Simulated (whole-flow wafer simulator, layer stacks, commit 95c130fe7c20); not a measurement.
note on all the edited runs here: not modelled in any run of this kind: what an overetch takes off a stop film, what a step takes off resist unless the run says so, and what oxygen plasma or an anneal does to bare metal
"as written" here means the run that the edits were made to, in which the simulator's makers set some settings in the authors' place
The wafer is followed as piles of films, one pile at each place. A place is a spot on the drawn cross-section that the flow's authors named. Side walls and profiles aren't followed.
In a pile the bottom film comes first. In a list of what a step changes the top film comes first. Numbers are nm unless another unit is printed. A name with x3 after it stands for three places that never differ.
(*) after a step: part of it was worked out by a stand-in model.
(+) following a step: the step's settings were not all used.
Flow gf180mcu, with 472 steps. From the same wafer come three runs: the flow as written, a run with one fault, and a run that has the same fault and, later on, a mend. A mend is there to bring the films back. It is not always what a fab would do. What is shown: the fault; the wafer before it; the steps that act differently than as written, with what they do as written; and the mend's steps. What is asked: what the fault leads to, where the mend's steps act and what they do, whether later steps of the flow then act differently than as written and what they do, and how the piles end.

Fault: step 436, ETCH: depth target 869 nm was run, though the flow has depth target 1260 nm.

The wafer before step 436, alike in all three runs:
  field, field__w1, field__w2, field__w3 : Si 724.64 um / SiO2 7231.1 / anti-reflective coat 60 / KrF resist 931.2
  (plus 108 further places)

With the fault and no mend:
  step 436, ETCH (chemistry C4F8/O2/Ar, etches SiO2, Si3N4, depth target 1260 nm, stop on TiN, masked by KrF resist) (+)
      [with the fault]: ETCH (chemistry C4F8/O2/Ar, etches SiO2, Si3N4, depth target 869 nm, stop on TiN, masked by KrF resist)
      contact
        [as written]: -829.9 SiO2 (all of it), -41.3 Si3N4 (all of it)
        [with the fault]: -829.9 SiO2 (all of it), -39.1 Si3N4
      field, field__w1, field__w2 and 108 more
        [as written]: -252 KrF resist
        [with the fault]: -173.8 KrF resist
  Later steps of the flow acting differently than as written (4 more steps, not shown, differ only slightly: by at most 2% or 0.5 nm, whichever is larger):
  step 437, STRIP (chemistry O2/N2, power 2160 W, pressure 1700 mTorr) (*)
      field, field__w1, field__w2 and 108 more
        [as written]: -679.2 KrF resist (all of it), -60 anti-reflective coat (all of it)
        [with the fault]: -757.4 KrF resist (all of it), -60 anti-reflective coat (all of it)
  By the end, the piles at contact depart from the flow's by more than 2% or 0.5 nm, whichever is larger.
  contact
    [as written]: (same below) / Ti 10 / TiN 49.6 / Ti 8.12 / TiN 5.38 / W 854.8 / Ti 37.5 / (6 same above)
    [with the fault]: (same below) / Ti 10 / TiN 50 / Si3N4 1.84 / Ti 8.13 / TiN 5.39 / W 852.5 / Ti 37.5 / (6 same above)

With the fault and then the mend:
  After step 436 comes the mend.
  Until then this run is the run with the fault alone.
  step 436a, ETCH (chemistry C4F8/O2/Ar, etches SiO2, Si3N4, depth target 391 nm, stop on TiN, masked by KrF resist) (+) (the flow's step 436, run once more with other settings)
      field, field__w1, field__w2 and 108 more
        -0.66 KrF resist
      contact
        -2.2 Si3N4 (all of it)
  Later steps of the flow acting differently than as written:
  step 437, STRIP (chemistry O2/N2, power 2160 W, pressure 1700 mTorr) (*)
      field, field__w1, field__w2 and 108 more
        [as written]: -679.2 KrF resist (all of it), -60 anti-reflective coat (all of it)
        [with the mend]: -756.7 KrF resist (all of it), -60 anti-reflective coat (all of it)
  By the end, the piles equal the flow's at every place that both follow.
